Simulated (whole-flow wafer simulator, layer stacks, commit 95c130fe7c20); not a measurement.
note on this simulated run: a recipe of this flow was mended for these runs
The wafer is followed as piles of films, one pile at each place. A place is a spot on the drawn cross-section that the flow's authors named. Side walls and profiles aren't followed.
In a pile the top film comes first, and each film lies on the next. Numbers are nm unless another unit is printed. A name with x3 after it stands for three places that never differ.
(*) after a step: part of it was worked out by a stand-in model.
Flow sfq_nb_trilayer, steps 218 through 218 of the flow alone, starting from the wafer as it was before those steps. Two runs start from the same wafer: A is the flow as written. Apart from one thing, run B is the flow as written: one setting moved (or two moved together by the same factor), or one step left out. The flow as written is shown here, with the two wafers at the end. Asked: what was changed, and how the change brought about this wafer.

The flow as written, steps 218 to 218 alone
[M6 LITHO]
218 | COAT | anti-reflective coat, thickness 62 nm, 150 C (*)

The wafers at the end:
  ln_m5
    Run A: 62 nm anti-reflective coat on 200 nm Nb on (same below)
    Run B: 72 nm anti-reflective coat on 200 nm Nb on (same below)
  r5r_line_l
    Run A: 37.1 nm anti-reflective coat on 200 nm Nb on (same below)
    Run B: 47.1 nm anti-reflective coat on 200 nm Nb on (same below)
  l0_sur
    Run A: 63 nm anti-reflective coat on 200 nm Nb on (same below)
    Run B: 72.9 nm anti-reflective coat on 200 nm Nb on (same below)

The reason: step 218, COAT: thickness 72 nm was run, while the flow as written has thickness 62 nm.
One can read it off the wafer: ln_m5 has anti-reflective coat 72, and step 218 as written asks for 62 nm.

The path from the change to this, step by step:
  218 | COAT | anti-reflective coat, thickness 62 nm, 150 C (*)
      ln_m5, p4_fl x5, p4_w1 x9 and 50 more: A anti-reflective coat gains 62 (new film) | B anti-reflective coat gains 72 (new film)
      r5r_line_l, r5r_line_c, r5r_line_r: A anti-reflective coat gains 37.1 (new film) | B anti-reflective coat gains 47.1 (new film)
      (and at 38 other places as well)
